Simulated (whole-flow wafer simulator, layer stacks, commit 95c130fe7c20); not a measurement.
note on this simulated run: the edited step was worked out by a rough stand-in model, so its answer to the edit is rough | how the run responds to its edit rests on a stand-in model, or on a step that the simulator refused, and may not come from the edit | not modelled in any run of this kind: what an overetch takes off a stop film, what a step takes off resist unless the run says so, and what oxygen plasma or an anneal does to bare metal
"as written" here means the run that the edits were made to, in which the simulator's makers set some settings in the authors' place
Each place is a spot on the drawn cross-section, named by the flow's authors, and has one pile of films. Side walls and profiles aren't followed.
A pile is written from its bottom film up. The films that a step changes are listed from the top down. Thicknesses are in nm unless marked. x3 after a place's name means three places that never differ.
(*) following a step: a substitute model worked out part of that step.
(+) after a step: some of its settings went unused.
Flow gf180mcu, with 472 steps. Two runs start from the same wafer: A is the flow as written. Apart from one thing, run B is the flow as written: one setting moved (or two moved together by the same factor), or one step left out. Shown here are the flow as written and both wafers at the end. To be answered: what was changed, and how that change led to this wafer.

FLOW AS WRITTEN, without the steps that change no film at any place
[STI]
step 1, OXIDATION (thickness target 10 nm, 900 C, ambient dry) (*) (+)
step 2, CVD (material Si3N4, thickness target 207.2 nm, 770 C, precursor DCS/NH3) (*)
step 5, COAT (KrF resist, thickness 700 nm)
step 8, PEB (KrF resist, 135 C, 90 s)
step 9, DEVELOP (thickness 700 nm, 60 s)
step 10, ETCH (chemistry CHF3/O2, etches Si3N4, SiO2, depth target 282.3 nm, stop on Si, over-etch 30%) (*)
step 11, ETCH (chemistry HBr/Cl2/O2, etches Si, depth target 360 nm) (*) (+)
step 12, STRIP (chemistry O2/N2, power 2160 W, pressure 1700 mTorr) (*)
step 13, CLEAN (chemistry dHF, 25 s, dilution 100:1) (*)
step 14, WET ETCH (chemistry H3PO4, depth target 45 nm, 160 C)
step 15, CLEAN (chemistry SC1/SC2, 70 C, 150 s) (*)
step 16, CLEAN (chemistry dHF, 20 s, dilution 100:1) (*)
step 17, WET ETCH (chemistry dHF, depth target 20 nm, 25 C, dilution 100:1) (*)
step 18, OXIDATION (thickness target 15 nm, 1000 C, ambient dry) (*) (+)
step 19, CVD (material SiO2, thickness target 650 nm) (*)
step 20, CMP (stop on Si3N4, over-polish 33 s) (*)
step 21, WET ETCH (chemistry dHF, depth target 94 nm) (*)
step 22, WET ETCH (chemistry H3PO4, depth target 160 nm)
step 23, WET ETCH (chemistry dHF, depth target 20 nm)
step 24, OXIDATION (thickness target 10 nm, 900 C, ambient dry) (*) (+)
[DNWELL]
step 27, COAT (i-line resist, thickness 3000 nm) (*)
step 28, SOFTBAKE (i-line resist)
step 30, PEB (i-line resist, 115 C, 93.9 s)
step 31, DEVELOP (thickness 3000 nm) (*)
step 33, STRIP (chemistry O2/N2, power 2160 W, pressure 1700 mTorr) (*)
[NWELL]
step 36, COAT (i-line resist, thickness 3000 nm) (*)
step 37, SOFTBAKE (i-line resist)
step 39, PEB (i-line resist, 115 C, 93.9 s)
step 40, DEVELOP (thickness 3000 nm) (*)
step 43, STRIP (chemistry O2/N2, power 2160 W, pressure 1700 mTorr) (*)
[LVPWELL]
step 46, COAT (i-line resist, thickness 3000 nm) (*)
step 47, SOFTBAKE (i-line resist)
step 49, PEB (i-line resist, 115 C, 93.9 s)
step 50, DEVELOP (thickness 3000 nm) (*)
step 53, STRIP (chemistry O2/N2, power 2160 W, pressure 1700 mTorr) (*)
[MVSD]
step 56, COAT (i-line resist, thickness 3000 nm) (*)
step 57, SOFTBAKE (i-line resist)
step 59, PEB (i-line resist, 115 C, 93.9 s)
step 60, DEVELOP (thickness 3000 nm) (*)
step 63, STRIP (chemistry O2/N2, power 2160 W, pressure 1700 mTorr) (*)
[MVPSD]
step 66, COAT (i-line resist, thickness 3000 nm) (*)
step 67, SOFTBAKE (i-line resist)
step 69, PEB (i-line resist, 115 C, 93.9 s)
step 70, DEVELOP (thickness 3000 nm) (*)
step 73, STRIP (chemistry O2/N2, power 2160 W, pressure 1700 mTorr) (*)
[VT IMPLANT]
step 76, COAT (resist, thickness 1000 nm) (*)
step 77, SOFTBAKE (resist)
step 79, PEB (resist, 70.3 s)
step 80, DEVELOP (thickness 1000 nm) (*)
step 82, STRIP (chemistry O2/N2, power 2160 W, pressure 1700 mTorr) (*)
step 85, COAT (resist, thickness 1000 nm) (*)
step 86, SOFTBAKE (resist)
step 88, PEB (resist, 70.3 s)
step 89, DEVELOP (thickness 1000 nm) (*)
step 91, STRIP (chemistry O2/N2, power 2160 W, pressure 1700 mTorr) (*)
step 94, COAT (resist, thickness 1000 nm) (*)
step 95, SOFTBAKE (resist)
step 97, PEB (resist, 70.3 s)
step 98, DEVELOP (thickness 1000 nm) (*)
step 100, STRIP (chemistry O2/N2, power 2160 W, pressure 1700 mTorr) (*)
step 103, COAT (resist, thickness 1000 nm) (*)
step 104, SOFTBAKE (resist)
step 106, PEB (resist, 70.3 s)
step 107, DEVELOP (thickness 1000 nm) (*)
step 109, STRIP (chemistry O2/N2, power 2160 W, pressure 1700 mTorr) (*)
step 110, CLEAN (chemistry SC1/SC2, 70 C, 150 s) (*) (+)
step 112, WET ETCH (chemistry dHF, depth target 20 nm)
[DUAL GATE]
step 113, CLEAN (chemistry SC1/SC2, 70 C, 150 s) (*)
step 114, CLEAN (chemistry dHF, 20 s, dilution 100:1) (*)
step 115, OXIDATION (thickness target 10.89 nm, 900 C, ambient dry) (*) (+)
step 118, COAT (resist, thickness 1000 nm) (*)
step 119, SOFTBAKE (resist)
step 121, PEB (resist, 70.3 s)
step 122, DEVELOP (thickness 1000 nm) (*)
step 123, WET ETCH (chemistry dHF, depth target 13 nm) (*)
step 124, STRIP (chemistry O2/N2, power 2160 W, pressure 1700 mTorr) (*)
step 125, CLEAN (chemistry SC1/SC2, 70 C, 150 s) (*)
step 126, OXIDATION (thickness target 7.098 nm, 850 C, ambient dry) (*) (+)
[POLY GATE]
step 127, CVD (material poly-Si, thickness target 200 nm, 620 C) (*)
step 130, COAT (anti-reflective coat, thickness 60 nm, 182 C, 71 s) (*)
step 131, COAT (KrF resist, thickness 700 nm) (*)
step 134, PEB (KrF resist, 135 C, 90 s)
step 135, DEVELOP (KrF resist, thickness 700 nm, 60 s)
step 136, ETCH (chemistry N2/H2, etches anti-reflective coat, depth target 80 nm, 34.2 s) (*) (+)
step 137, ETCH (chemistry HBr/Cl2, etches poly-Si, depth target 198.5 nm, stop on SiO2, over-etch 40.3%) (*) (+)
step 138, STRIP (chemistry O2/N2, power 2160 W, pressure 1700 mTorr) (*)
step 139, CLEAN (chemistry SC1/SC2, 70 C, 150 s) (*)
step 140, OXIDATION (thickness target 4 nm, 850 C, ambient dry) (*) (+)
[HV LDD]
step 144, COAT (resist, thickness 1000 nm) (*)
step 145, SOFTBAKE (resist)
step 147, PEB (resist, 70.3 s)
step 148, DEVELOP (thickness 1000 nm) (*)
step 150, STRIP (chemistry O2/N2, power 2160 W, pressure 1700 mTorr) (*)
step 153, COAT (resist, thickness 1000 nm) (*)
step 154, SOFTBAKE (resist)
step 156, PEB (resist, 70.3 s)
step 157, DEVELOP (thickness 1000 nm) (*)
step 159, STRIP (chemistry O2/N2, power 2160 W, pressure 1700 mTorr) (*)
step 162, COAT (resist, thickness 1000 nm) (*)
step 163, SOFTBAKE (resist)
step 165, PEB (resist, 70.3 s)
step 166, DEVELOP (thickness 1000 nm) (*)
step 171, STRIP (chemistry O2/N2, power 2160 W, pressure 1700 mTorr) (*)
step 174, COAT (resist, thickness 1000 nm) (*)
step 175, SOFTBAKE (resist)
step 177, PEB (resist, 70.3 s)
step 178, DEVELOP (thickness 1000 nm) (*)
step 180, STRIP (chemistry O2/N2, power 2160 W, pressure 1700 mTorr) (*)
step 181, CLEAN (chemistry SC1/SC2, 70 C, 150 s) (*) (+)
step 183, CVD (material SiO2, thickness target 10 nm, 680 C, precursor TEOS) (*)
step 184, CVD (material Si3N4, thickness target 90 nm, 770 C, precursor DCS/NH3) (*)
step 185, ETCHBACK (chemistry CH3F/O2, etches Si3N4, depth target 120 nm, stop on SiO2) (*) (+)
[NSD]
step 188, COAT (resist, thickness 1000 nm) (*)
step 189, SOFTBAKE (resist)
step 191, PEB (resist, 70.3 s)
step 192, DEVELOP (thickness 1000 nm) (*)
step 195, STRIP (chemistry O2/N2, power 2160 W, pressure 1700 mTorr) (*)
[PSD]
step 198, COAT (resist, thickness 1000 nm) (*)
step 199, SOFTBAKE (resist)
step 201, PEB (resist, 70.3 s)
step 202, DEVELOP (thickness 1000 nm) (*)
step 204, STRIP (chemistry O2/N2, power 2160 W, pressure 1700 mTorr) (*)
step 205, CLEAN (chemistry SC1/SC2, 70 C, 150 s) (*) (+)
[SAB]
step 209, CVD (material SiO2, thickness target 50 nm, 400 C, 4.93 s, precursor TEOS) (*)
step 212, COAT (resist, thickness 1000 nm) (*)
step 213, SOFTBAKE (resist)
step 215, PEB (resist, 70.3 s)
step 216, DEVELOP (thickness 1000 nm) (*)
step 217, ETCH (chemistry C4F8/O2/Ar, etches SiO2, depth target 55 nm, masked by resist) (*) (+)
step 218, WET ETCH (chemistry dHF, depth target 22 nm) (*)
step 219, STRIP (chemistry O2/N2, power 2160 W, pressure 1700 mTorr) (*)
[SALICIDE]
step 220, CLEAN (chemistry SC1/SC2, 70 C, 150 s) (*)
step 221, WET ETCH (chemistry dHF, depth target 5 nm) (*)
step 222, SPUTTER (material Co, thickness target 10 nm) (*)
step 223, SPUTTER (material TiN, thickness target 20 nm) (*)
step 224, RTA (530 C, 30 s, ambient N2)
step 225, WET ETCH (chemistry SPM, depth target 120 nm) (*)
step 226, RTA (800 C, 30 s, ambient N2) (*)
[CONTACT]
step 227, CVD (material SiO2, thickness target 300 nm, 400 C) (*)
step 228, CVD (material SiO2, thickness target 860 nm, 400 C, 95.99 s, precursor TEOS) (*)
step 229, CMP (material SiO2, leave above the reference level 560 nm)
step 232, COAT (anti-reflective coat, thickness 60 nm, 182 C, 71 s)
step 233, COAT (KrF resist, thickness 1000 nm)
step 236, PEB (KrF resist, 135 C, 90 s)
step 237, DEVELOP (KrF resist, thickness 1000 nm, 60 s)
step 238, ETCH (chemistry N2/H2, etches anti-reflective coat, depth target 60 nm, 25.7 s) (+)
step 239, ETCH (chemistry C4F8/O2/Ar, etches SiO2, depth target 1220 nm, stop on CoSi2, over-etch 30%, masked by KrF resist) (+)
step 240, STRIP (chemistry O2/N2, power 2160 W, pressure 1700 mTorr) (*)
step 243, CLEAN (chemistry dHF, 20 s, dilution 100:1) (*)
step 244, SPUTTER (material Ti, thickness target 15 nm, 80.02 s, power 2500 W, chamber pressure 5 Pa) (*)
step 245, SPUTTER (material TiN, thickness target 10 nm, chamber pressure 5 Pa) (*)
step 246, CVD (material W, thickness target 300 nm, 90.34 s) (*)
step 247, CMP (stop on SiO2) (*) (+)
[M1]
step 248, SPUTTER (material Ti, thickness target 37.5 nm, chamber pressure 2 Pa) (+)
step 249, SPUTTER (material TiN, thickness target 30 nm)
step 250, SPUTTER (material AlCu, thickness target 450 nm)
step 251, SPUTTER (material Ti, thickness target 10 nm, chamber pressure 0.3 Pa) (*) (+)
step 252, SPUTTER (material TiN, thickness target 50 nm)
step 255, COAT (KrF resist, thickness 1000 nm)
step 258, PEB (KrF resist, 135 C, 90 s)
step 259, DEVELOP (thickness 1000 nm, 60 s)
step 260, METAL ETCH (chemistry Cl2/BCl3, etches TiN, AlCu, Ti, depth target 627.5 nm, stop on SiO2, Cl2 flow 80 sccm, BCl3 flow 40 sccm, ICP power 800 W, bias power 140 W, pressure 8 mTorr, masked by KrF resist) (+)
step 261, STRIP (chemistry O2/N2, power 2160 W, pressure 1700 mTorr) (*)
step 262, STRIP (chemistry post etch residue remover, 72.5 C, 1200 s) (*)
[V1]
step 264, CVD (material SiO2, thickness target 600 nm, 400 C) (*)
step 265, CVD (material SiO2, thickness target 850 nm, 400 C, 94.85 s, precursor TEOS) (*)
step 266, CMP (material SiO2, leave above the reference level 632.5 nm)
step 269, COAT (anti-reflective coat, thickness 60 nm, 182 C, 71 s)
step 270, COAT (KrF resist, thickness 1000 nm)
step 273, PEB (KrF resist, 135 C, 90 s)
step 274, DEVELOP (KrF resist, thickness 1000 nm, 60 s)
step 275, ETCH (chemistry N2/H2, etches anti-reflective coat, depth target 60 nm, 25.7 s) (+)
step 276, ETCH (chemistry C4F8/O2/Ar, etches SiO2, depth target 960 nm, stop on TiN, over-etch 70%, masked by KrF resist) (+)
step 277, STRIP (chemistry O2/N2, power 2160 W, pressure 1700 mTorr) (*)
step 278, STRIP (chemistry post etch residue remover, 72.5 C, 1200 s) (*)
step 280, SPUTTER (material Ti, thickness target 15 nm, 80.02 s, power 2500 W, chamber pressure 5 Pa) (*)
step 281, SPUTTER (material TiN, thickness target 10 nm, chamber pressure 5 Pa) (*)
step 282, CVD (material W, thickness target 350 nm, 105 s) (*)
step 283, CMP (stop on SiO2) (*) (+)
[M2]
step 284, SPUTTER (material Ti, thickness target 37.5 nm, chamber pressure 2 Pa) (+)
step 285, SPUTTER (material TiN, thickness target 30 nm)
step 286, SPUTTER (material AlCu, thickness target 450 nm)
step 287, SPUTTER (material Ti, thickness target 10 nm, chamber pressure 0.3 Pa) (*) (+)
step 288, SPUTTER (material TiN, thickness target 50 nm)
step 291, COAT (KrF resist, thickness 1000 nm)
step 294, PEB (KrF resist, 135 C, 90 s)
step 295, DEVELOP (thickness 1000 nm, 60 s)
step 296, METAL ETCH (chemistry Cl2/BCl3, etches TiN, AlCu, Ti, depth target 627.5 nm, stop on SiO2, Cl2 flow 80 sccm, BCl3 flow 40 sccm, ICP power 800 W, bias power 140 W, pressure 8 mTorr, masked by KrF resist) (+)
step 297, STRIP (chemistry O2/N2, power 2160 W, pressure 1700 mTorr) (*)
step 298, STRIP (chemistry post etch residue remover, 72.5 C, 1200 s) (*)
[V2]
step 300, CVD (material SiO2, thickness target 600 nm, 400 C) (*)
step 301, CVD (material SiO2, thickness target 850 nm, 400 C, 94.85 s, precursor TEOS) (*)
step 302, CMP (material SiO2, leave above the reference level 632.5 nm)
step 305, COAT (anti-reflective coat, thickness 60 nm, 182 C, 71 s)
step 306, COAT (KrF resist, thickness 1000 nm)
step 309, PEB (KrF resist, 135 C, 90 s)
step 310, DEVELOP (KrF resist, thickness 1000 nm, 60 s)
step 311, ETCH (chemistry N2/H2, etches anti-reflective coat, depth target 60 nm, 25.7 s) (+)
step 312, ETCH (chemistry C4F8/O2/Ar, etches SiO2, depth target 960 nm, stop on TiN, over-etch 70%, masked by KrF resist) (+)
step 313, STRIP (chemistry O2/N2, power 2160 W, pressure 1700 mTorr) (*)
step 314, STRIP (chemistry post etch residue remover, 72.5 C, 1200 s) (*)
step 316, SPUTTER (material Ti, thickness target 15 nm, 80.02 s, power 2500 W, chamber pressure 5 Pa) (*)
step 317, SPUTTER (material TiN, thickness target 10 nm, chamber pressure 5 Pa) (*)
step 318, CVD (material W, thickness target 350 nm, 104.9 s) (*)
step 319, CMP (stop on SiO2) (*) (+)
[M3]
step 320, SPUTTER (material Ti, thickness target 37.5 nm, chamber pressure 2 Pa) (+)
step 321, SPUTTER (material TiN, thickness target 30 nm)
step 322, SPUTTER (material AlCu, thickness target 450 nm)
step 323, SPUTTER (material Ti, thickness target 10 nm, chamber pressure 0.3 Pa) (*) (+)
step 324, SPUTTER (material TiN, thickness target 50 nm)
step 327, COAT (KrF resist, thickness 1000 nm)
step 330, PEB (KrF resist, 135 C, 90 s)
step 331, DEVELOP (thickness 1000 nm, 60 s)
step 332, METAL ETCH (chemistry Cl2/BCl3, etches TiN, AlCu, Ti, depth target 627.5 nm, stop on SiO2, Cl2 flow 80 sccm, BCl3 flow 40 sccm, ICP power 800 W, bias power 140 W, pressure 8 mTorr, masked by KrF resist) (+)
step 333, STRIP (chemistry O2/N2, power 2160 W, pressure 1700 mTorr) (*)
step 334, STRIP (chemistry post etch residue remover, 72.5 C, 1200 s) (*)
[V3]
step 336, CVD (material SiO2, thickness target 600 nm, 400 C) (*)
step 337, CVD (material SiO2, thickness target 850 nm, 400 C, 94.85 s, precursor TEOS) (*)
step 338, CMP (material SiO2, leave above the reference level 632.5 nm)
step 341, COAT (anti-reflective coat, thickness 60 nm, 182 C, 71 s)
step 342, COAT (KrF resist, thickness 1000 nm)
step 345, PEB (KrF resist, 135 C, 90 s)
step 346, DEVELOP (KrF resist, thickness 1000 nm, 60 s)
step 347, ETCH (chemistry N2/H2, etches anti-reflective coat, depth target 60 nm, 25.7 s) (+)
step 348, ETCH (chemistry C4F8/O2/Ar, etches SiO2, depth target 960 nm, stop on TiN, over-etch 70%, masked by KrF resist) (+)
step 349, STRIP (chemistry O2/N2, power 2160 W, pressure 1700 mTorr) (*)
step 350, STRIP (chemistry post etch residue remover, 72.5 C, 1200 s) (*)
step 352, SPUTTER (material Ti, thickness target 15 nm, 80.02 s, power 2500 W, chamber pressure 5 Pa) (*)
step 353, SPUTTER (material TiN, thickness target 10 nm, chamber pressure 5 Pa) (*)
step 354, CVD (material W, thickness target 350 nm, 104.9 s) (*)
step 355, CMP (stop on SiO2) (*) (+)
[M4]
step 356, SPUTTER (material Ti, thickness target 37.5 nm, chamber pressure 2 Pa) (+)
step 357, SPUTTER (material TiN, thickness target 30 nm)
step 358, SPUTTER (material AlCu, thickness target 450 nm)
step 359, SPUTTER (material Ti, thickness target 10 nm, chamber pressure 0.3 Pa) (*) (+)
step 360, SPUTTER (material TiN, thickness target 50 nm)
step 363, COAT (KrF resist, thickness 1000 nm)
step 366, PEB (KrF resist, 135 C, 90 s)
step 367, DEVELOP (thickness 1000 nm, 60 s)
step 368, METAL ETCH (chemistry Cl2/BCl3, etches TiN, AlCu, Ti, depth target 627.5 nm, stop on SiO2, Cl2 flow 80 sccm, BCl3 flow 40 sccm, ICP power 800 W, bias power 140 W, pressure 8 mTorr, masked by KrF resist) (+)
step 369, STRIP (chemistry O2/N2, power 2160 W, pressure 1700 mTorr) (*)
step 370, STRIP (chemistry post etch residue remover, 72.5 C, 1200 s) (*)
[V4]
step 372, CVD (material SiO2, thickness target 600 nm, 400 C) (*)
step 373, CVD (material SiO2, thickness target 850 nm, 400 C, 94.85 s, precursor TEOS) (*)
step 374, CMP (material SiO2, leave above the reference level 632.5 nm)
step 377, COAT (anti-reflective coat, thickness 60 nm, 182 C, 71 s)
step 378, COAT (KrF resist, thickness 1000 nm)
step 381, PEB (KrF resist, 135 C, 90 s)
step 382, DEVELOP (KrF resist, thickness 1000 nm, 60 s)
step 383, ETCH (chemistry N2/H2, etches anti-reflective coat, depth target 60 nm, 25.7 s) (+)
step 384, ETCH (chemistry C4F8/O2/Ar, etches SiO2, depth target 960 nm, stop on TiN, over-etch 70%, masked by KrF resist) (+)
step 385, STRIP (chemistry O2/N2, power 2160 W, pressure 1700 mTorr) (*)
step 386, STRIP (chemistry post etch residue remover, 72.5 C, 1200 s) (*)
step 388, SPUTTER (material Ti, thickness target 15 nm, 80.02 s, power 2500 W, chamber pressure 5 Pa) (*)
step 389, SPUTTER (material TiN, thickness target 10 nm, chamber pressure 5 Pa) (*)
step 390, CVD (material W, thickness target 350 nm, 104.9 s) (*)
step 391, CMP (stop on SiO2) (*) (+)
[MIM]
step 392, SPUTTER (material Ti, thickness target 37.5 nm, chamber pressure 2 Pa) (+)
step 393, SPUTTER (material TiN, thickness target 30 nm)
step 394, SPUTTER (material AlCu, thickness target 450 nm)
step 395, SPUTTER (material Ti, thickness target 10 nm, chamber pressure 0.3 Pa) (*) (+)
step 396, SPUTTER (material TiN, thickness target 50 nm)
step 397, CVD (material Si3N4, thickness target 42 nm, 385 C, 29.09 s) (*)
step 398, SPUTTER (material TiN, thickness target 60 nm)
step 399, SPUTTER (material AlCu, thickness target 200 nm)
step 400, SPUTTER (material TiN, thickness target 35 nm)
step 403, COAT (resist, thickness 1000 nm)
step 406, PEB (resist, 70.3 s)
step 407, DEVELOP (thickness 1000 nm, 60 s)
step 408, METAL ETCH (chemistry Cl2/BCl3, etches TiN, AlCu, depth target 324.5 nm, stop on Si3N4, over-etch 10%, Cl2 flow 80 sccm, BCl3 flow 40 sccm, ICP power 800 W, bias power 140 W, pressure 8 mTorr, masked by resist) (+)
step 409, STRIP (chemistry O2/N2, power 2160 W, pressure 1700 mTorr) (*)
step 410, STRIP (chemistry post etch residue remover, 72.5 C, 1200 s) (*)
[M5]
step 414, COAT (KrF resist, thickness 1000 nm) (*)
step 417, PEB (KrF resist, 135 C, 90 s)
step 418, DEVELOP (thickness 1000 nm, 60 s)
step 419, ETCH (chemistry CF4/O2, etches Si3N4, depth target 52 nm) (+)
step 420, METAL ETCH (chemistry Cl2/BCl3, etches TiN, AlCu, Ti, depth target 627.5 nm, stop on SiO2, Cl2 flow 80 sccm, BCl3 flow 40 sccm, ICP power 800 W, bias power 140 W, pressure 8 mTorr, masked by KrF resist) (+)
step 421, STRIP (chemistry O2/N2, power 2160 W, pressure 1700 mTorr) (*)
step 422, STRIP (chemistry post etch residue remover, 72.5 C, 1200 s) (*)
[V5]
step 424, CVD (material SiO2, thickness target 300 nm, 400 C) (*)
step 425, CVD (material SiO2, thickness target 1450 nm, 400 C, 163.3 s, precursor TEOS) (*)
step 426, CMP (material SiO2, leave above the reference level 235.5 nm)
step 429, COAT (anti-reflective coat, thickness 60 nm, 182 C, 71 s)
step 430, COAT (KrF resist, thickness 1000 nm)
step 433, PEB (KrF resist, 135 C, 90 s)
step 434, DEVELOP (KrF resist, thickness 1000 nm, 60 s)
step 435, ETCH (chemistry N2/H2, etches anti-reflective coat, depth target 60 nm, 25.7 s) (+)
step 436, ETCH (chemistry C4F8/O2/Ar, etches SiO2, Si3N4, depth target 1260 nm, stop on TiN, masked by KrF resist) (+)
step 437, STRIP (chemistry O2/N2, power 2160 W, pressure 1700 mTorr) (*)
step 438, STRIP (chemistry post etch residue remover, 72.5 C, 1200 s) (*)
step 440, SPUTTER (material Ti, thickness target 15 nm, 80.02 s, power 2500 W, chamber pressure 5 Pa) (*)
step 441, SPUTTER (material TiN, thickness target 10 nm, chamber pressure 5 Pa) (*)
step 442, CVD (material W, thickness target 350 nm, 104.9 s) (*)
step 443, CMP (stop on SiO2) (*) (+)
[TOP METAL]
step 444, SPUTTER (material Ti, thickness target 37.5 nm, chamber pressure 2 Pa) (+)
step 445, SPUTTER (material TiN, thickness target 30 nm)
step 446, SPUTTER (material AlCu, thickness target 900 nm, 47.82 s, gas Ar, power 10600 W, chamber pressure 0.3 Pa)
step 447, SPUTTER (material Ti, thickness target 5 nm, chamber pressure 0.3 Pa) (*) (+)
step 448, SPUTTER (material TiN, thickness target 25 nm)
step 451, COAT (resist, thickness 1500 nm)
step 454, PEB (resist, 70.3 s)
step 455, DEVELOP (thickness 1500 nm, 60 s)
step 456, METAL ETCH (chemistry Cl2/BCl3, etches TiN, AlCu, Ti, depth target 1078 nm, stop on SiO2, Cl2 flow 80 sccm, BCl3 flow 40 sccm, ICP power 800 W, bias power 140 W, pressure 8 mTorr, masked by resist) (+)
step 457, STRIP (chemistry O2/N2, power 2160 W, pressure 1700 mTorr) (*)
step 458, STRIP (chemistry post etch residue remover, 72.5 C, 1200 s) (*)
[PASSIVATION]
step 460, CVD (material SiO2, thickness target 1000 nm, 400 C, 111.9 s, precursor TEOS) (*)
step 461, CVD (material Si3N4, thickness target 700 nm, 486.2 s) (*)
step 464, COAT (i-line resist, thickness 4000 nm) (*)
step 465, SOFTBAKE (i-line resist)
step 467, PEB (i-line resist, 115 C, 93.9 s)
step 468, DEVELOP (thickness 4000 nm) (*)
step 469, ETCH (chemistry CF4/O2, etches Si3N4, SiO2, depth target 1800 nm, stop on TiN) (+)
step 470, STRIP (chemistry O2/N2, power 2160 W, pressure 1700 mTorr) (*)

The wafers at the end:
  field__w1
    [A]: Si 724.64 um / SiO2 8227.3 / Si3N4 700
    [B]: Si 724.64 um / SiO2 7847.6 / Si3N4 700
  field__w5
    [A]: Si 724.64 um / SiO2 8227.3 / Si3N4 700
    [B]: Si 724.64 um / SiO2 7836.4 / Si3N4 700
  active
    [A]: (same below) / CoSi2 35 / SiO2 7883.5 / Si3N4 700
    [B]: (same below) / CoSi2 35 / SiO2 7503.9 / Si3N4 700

Cause: step 425, CVD: thickness target 761 nm was run, whereas the flow has thickness target 1450 nm; step 425, CVD: 85.72 s was run, where the flow has 163.3 s.

The path from the change to this, step by step:
  step 425, CVD (material SiO2, thickness target 1450 nm, 400 C, 163.3 s, precursor TEOS) (*)
      field, field__w1, field__w4 and 100 more: A +1450 SiO2 | B +770 SiO2
      field__w2, field__w3, field__w12 and 6 more: A +1421.8 SiO2 | B +755.6 SiO2
  step 426, CMP (material SiO2, leave above the reference level 235.5 nm)
      field, field__w1, field__w5 and 92 more: A -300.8 SiO2 | B nothing
      field__w2, field__w3, field__w12 and 6 more: A -272.7 SiO2 | B nothing
      (as well as at 8 more places)
  step 429, COAT (anti-reflective coat, thickness 60 nm, 182 C, 71 s)
      field_sub__w2, field_sub__w4, ld_acc_p, ld_fp_p, ld_drift_p, ld_drn_p, ld_body_p_dnw: A +60 anti-reflective coat (new film) | B +61.5 anti-reflective coat (new film)
      p_well, sti, spacer, sd_n, pad, dice_street: A +60 anti-reflective coat (new film) | B +62.7 anti-reflective coat (new film)
      (as well as at 62 more places)
  step 430, COAT (KrF resist, thickness 1000 nm)
      field: A +1000 KrF resist (new film) | B +933.6 KrF resist (new film)
      field__w5: A +1000 KrF resist (new film) | B +1021.5 KrF resist (new film)
      (as well as at 27 more places)
  step 433, PEB (KrF resist, 135 C, 90 s)
      field__w7, gate_p: A -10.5 KrF resist | B -12 KrF resist
      field: A -10.5 KrF resist | B -9.5 KrF resist
      (as well as at 18 more places)
  step 434, DEVELOP (KrF resist, thickness 1000 nm, 60 s)
      contact: A -989.5 KrF resist (all of it) | B -765.3 KrF resist (all of it)
  step 435, ETCH (chemistry N2/H2, etches anti-reflective coat, depth target 60 nm, 25.7 s) (+)
      contact: A -60 anti-reflective coat (all of it), -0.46 SiO2 | B -10.5 anti-reflective coat (all of it), -1.73 SiO2
  step 437, STRIP (chemistry O2/N2, power 2160 W, pressure 1700 mTorr) (*)
      p_well, sti, spacer, sd_n, pad, dice_street: A -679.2 KrF resist (all of it), -60 anti-reflective coat (all of it) | B -680 KrF resist (all of it), -62.7 anti-reflective coat (all of it)
      ld_sd_p, ld_gate_p: A -679.2 KrF resist (all of it), -60 anti-reflective coat (all of it) | B -682.9 KrF resist (all of it), -61.6 anti-reflective coat (all of it)
      (as well as at 66 more places)
  step 440, SPUTTER (material Ti, thickness target 15 nm, 80.02 s, power 2500 W, chamber pressure 5 Pa) (*)
      field__w2: A +15 Ti (new film) | B +14.4 Ti (new film)
      contact: A +8.12 Ti (new film) | B +10.1 Ti (new film)
  step 441, SPUTTER (material TiN, thickness target 10 nm, chamber pressure 5 Pa) (*)
      contact: A +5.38 TiN (new film) | B +6.72 TiN (new film)
  step 442, CVD (material W, thickness target 350 nm, 104.9 s) (*)
      contact: A +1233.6 W (new film) | B +851.1 W (new film)
  step 443, CMP (stop on SiO2) (*) (+)
      field__w3, field__w12, npoly_sal, ppoly_sal, nw_sep_fld, gate_hv5, gate_p_hv5, sti_nw: A -350 W (all of it), -10 TiN (all of it), -15 Ti (all of it), -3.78 SiO2 | B -350 W (all of it), -9.89 TiN (all of it), -4.75 Ti
      field__w2: A -350 W (all of it), -10 TiN (all of it), -15 Ti (all of it), -3.78 SiO2 | B -350.2 W (all of it), -9.56 TiN (all of it), -4.27 Ti
      (as well as at 7 more places)
  step 444, SPUTTER (material Ti, thickness target 37.5 nm, chamber pressure 2 Pa) (+)
      field__w2, field__w3, field__w12 and 6 more: A +37.5 Ti (new film) | B +37 Ti
  step 445, SPUTTER (material TiN, thickness target 30 nm)
      field__w2, field__w3, field__w12 and 6 more: A +30 TiN (new film) | B +29.1 TiN (new film)
  step 447, SPUTTER (material Ti, thickness target 5 nm, chamber pressure 0.3 Pa) (*) (+)
      field__w2: A +5 Ti (new film) | B +4.21 Ti (new film)
  step 448, SPUTTER (material TiN, thickness target 25 nm)
      field__w3, field__w12, npoly_sal, ppoly_sal, nw_sep_fld, gate_hv5, gate_p_hv5, sti_nw: A +25 TiN (new film) | B +24.2 TiN (new film)
      field__w2: A +25 TiN (new film) | B +20.9 TiN (new film)
  ... 9 further steps ...
  step 470, STRIP (chemistry O2/N2, power 2160 W, pressure 1700 mTorr) (*)
      field__w8, m1__w1: A -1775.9 i-line resist (all of it) | B -1426.3 i-line resist (all of it)
      m1: A -1798.9 i-line resist (all of it) | B -1441.8 i-line resist (all of it)
      (as well as at 3 more places)
